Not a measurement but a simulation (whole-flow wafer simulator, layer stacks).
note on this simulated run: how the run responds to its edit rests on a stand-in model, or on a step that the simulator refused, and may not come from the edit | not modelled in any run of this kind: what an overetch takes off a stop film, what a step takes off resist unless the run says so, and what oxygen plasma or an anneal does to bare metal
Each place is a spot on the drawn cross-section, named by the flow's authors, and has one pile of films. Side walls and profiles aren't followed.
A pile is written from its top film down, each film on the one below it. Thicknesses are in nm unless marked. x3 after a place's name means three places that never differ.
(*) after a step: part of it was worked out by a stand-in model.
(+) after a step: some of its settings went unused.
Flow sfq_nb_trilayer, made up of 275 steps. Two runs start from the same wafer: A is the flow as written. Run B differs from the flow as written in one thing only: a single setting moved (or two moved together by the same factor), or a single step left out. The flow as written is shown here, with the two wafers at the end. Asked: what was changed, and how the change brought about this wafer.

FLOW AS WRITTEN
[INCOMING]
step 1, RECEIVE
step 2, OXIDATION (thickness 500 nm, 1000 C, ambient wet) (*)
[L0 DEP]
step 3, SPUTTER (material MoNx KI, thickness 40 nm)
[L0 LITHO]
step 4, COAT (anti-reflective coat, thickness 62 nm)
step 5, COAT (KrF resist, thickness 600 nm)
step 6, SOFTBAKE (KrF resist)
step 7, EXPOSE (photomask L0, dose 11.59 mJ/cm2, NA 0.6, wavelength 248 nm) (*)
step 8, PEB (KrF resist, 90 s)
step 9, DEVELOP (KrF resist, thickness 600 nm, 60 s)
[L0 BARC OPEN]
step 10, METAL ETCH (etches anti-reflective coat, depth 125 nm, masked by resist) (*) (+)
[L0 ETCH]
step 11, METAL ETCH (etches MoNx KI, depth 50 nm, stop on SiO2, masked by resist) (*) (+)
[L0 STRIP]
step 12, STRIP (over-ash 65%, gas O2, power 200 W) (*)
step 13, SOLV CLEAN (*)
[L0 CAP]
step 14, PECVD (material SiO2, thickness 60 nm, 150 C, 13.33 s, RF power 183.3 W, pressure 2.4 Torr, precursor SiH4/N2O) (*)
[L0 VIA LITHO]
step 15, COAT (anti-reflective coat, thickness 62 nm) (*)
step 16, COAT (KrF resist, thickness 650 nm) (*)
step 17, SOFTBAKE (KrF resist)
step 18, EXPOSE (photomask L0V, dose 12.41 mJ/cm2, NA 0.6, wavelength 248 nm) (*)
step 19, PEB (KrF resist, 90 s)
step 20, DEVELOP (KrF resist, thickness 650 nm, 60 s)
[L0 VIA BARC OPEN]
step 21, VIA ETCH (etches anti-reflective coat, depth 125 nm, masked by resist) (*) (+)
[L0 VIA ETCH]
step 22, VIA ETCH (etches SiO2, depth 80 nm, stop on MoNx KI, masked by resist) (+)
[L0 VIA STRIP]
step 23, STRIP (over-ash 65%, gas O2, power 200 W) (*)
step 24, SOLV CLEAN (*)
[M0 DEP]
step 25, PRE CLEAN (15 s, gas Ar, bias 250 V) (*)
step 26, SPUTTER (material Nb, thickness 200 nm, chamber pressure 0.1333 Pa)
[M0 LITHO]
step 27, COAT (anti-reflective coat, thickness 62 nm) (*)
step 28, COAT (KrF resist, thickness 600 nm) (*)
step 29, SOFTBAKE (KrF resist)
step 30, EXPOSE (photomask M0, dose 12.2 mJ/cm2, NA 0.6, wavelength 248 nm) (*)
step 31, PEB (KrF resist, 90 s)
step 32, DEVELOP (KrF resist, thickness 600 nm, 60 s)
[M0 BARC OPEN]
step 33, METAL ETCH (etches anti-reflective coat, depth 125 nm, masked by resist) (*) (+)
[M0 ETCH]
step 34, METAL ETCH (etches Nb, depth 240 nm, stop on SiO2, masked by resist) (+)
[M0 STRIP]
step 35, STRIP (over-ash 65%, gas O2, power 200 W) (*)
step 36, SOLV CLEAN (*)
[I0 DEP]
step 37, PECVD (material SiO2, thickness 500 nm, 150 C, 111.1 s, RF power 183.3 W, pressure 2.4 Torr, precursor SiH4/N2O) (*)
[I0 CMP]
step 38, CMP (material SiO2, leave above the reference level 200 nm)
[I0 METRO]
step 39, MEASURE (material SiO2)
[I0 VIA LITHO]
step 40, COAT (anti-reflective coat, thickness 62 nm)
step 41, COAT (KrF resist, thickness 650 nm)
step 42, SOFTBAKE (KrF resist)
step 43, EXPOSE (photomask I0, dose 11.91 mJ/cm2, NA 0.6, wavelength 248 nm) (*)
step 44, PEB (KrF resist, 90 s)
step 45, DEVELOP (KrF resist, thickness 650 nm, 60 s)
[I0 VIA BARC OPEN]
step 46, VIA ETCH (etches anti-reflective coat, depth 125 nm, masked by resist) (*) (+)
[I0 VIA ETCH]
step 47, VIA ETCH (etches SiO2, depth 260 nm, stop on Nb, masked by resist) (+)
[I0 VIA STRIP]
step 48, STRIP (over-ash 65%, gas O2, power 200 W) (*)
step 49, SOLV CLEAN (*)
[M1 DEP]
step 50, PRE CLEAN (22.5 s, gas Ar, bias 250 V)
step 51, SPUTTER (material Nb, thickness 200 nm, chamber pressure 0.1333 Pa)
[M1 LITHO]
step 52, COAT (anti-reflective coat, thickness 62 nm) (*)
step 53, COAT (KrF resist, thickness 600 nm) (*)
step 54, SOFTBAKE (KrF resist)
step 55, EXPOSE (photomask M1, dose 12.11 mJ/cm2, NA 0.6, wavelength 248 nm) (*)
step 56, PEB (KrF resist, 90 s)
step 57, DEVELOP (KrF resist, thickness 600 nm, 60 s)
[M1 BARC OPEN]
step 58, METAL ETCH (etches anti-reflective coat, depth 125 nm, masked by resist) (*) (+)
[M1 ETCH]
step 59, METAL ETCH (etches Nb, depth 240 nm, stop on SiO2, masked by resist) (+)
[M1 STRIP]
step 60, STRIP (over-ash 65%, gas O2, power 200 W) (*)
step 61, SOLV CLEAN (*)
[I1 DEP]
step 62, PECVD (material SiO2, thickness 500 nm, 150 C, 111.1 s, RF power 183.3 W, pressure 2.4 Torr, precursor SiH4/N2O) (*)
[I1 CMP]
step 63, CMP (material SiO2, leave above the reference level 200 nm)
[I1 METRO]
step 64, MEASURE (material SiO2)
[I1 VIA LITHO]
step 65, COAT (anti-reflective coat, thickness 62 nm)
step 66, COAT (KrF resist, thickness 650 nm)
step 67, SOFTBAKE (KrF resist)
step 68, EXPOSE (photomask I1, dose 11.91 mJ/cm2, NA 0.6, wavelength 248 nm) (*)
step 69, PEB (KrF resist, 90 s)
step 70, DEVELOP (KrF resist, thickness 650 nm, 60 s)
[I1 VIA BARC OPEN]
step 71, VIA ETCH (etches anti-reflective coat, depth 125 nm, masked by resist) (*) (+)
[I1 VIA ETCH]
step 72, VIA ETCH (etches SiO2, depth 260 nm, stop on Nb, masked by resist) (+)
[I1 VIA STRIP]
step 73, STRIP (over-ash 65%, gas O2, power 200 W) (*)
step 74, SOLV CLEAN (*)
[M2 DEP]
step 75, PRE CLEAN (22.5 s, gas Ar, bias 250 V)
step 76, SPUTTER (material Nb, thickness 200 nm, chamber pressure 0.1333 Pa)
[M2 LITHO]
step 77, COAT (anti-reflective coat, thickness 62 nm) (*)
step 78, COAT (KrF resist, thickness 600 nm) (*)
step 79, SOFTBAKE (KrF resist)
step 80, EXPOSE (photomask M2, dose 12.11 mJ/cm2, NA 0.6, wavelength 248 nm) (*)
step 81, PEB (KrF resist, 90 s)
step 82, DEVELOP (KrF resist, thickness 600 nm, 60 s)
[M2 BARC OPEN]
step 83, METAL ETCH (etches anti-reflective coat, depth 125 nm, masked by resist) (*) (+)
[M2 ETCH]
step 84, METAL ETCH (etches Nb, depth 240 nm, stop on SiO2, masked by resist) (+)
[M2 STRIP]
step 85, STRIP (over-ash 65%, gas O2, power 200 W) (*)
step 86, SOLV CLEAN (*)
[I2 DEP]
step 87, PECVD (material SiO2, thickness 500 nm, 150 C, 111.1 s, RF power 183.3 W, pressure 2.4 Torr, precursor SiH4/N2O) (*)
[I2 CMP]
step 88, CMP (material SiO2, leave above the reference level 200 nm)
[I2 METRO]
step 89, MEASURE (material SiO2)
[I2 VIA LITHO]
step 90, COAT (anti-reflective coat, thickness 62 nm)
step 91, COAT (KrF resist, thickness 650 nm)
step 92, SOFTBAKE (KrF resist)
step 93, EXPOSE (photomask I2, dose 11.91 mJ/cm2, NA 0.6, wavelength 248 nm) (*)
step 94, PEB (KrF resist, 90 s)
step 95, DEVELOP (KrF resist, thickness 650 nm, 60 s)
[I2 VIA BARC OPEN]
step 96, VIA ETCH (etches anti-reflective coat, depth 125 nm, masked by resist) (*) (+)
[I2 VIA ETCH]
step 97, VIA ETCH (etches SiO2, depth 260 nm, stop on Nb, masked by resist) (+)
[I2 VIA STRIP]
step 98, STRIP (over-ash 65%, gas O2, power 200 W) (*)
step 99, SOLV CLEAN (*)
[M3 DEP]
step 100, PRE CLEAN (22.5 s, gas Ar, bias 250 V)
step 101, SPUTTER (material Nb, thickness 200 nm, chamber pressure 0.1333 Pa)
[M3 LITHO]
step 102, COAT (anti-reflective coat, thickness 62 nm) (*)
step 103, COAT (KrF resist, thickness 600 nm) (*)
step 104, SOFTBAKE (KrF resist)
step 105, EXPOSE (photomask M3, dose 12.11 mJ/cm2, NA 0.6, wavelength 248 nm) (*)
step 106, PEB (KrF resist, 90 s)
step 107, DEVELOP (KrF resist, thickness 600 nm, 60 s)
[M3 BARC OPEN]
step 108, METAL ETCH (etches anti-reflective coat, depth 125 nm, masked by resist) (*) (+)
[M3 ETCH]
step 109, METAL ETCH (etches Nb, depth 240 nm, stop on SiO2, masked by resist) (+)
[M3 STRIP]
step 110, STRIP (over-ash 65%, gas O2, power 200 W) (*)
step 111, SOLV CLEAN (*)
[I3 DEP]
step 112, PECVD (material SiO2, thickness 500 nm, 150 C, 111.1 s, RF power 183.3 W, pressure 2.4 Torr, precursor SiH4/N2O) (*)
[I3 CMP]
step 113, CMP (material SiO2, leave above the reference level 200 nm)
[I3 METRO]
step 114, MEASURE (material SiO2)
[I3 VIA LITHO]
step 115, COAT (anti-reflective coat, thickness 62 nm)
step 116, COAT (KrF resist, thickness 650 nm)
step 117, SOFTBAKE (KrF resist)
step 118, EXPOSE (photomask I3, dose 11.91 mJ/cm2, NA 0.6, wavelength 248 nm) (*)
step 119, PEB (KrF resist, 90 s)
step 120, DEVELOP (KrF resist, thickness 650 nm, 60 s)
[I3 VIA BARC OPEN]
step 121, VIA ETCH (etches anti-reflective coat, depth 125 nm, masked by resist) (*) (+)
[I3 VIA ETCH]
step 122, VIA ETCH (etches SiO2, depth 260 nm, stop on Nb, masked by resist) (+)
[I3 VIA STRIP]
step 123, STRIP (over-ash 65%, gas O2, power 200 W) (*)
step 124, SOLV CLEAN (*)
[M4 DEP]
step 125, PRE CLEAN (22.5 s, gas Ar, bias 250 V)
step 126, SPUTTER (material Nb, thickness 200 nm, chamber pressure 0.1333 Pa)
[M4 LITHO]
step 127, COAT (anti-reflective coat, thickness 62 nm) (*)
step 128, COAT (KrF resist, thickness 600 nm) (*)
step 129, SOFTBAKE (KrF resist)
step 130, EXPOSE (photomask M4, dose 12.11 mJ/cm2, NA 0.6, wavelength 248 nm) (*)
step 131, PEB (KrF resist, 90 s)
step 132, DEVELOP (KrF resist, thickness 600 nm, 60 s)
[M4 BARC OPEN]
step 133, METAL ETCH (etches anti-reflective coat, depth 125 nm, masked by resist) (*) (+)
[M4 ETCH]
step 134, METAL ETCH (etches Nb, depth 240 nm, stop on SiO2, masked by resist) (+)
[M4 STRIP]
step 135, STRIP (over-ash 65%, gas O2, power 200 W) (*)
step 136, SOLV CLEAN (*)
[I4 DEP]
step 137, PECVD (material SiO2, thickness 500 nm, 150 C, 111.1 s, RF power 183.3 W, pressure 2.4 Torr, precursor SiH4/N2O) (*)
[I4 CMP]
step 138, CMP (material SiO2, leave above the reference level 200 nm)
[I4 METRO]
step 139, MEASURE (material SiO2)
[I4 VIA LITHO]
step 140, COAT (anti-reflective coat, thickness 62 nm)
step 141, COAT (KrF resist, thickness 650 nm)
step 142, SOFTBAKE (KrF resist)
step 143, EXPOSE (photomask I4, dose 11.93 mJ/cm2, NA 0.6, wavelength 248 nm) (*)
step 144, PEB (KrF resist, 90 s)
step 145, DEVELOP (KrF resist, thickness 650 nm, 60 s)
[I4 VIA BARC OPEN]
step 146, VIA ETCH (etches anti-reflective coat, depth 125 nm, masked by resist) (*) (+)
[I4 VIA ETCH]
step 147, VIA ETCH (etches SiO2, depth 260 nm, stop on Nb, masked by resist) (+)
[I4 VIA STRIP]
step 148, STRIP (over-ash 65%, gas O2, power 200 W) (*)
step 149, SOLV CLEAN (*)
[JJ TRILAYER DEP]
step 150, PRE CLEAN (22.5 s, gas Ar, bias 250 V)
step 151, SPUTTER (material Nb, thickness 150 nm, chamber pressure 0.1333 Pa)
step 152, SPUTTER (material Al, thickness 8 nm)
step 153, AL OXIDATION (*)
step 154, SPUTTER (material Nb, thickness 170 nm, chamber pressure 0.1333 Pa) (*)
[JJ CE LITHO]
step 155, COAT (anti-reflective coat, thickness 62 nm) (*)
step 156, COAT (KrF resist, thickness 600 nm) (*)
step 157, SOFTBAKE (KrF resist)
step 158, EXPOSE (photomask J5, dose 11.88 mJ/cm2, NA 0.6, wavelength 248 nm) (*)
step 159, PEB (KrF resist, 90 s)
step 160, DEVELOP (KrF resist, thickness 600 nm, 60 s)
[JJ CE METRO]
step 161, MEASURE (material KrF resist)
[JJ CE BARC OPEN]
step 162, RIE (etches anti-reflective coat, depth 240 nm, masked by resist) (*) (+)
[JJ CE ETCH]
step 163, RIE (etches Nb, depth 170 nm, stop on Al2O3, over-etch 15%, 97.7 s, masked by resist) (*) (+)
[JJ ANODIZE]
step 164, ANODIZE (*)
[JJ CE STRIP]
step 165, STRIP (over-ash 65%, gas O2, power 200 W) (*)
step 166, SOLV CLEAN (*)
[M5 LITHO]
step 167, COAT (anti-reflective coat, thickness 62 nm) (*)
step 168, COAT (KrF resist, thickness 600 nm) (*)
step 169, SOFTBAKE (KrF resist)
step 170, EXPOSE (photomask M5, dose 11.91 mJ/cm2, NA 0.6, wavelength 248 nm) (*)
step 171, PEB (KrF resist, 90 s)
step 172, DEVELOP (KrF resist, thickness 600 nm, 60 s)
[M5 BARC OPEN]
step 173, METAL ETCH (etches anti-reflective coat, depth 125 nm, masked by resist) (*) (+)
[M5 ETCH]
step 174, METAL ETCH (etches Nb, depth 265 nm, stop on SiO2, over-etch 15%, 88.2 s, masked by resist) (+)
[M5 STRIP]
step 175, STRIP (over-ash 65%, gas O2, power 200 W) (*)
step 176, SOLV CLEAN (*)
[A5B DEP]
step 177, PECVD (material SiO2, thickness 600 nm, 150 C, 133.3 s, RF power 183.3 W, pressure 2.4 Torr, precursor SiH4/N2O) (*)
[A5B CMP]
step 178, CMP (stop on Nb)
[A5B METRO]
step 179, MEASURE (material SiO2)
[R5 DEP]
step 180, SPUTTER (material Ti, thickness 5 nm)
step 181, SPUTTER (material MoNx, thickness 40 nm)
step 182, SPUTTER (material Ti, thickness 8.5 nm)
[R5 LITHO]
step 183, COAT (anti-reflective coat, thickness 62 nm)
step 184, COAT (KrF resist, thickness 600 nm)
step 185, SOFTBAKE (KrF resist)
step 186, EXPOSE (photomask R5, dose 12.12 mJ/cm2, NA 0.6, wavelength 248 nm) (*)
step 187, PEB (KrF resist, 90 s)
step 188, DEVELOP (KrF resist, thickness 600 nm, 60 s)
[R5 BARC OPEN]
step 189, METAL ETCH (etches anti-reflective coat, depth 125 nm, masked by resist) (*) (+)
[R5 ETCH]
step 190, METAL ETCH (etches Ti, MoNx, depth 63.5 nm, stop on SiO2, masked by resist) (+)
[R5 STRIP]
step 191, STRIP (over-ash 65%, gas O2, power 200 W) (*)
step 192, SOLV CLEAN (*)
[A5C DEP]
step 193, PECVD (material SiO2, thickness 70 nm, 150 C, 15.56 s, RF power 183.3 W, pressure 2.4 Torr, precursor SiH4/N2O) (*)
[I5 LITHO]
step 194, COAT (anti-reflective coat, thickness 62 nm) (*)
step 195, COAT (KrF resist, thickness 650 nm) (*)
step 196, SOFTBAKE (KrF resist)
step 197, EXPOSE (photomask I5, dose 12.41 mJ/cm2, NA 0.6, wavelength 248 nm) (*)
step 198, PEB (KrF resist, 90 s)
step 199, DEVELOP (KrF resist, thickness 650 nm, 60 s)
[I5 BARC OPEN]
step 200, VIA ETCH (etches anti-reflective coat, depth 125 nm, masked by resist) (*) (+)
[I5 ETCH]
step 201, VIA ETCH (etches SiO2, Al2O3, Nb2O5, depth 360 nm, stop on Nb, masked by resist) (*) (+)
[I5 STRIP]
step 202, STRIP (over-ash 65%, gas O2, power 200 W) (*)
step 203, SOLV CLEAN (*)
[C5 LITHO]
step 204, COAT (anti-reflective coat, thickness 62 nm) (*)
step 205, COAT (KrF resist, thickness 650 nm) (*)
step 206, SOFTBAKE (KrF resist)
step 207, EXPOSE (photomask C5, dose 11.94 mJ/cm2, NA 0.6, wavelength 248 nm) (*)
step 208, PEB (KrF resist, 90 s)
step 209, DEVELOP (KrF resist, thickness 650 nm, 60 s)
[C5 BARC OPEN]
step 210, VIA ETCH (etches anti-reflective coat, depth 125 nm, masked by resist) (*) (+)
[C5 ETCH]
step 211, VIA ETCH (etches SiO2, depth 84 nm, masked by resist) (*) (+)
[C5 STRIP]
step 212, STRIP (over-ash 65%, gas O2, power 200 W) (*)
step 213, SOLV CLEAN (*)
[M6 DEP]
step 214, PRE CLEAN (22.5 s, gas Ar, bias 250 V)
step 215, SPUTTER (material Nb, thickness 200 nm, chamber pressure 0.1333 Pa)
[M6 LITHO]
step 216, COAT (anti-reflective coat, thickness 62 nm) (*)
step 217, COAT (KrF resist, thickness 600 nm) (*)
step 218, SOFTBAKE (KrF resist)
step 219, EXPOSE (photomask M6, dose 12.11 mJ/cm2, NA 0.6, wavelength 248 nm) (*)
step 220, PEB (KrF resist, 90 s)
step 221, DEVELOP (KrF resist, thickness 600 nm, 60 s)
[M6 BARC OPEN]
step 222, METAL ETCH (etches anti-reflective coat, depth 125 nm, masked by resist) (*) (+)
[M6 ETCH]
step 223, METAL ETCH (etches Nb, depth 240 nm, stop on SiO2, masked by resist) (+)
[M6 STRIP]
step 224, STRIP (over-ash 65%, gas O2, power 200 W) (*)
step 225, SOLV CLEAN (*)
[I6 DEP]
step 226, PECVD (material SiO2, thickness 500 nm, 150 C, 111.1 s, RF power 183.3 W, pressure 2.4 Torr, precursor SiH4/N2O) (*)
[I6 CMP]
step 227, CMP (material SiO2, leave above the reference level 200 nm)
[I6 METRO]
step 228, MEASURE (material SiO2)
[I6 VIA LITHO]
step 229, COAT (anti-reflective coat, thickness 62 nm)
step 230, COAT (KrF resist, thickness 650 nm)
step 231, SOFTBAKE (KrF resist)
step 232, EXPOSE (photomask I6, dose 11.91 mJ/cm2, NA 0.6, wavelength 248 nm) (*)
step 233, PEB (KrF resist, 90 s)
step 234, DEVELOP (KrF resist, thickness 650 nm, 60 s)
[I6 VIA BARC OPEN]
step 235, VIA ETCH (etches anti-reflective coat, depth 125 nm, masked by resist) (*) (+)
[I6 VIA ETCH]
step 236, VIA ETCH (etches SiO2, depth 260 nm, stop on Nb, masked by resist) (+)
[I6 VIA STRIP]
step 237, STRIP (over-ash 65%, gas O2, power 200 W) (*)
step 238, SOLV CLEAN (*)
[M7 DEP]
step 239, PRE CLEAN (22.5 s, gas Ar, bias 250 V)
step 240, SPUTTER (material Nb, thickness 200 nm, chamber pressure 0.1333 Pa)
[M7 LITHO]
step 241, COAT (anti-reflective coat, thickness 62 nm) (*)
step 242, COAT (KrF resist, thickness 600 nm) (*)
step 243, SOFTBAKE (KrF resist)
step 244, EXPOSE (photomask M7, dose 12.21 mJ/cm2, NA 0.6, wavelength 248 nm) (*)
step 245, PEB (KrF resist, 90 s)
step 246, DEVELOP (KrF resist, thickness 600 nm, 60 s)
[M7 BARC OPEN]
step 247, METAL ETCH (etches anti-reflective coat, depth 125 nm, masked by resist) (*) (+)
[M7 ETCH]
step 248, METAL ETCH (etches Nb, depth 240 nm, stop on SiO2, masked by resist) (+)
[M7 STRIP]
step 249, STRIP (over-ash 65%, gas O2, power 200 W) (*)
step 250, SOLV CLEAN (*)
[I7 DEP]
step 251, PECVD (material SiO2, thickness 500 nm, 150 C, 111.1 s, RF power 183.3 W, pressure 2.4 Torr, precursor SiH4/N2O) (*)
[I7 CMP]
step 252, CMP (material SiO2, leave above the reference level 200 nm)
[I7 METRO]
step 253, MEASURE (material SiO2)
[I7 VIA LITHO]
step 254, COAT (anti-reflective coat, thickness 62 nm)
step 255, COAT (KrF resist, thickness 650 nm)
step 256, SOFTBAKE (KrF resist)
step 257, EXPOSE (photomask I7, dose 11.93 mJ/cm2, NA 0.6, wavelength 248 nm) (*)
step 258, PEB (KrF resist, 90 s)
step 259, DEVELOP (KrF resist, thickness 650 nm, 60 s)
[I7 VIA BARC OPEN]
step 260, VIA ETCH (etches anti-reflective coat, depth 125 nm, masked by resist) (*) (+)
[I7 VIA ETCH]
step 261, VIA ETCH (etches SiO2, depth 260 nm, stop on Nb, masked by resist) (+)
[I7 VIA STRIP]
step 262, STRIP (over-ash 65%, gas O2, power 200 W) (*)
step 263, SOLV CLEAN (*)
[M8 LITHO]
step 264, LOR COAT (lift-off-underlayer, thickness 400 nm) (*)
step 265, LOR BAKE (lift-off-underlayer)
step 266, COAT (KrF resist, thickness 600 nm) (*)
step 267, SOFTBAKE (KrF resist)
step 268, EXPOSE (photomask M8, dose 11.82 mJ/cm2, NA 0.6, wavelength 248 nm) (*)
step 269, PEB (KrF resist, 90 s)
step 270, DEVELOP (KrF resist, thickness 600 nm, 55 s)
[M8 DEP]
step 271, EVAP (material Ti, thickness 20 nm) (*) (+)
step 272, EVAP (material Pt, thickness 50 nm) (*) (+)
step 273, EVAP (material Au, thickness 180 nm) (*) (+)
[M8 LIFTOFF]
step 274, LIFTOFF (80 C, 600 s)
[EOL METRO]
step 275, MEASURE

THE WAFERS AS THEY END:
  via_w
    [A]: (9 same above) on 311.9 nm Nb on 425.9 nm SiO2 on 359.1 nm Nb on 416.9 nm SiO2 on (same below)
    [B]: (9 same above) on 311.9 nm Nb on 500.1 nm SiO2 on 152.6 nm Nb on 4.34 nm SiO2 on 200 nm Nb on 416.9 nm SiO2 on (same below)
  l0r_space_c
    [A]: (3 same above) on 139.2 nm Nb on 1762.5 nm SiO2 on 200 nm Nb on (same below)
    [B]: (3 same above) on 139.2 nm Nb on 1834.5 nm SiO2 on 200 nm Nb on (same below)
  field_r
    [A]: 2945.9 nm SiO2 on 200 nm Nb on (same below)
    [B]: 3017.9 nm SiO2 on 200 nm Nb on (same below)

The reason: step 88, CMP: leave above the reference level 272 nm was run, whereas the flow has leave above the reference level 200 nm.

Step by step, how the change led to this:
  step 88, CMP (material SiO2, leave above the reference level 200 nm)
      field_l, be, be_sur and 81 more: A -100 SiO2 | B -28 SiO2
      v_sur, via_wl, via_w and 18 more: A -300 SiO2 | B -228 SiO2
      (and at 1 other place as well)
  step 97, VIA ETCH (etches SiO2, depth 260 nm, stop on Nb, masked by resist) (+)
      via_w: A -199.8 SiO2 (all of it) | B -260 SiO2
  step 100, PRE CLEAN (22.5 s, gas Ar, bias 250 V)
      via_w: A -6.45 Nb | B -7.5 SiO2
  step 101, SPUTTER (material Nb, thickness 200 nm, chamber pressure 0.1333 Pa)
      via_w: A +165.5 Nb | B +152.6 Nb (new film)
  step 102, COAT (anti-reflective coat, thickness 62 nm) (*)
      via_wl, via_wr: A +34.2 anti-reflective coat (new film) | B +23 anti-reflective coat (new film)
      v_sur: A +61.1 anti-reflective coat (new film) | B +55.7 anti-reflective coat (new film)
      (and at 2 other places as well)
  step 103, COAT (KrF resist, thickness 600 nm) (*)
      via_w: A +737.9 KrF resist (new film) | B +794 KrF resist (new film)
  step 110, STRIP (over-ash 65%, gas O2, power 200 W) (*)
      v_sur: A -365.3 KrF resist (all of it), -61.1 anti-reflective coat (all of it) | B -362.3 KrF resist (all of it), -55.7 anti-reflective coat (all of it)
      via_wl: A -384.2 KrF resist (all of it), -34.2 anti-reflective coat (all of it) | B -383.9 KrF resist (all of it), -23 anti-reflective coat (all of it)
      (and at 3 other places as well)
  step 112, PECVD (material SiO2, thickness 500 nm, 150 C, 111.1 s, RF power 183.3 W, pressure 2.4 Torr, precursor SiH4/N2O) (*)
      via_w: A +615 SiO2 (new film) | B +664.6 SiO2 (new film)
  step 113, CMP (material SiO2, leave above the reference level 200 nm)
      via_w: A -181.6 SiO2 | B -157.1 SiO2
Taking metal films that touch as one body, via_w has 6 bodies (between them, from the top down: SiO2 192.5; SiO2 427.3 / Al2O3 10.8 / Nb2O5 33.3; SiO2 500.1; SiO2 4.34; SiO2 416.9); the flow as written gives 5 bodies (between them, from the top down: SiO2 192.5; SiO2 427.3 / Al2O3 10.8 / Nb2O5 33.3; SiO2 425.9; SiO2 416.9).
